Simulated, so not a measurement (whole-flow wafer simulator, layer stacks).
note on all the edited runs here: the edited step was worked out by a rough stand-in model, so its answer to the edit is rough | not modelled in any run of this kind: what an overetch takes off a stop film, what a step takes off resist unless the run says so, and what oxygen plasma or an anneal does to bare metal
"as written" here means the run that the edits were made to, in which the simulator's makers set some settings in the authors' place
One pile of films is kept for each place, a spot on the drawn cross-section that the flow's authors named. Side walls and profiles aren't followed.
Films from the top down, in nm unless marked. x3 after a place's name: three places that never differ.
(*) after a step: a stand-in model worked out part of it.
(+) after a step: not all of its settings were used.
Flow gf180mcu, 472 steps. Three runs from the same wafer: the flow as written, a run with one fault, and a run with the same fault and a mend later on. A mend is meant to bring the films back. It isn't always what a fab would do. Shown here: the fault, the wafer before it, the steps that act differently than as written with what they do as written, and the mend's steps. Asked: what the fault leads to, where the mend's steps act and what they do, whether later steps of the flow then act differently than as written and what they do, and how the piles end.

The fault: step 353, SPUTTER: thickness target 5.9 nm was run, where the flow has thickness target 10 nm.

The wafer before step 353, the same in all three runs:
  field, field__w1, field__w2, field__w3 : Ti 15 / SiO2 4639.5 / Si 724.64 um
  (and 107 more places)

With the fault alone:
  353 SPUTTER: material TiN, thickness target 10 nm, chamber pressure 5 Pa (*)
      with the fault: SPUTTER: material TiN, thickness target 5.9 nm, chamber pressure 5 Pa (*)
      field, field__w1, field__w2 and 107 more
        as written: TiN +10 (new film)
        with the fault: TiN +5.9 (new film)
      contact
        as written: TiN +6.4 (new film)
        with the fault: TiN +3.78 (new film)
  Later steps of the flow that act differently than as written (1 more step differs only slightly, by at most 2% or 0.5 nm, whichever is larger, and isn't shown):
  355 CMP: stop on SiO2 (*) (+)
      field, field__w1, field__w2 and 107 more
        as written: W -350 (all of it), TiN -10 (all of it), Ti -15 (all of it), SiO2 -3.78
        with the fault: W -350 (all of it), TiN -5.9 (all of it), Ti -15 (all of it), SiO2 -3.74
  At the end the piles differ from the flow's by more than 2% or 0.5 nm, whichever is larger, at contact.
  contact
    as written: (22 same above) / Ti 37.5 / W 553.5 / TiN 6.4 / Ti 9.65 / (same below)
    with the fault: (22 same above) / Ti 37.5 / W 556.2 / TiN 3.78 / Ti 9.65 / (same below)

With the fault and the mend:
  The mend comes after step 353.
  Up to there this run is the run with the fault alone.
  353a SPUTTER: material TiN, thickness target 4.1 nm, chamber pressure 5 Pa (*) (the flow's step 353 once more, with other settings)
      field, field__w1, field__w2 and 107 more
        TiN +4.1
      contact
        TiN +2.62
  No later step of the flow acts differently than as written at any place that is followed.
  At the end the piles are the same as the flow's at every place that both follow.
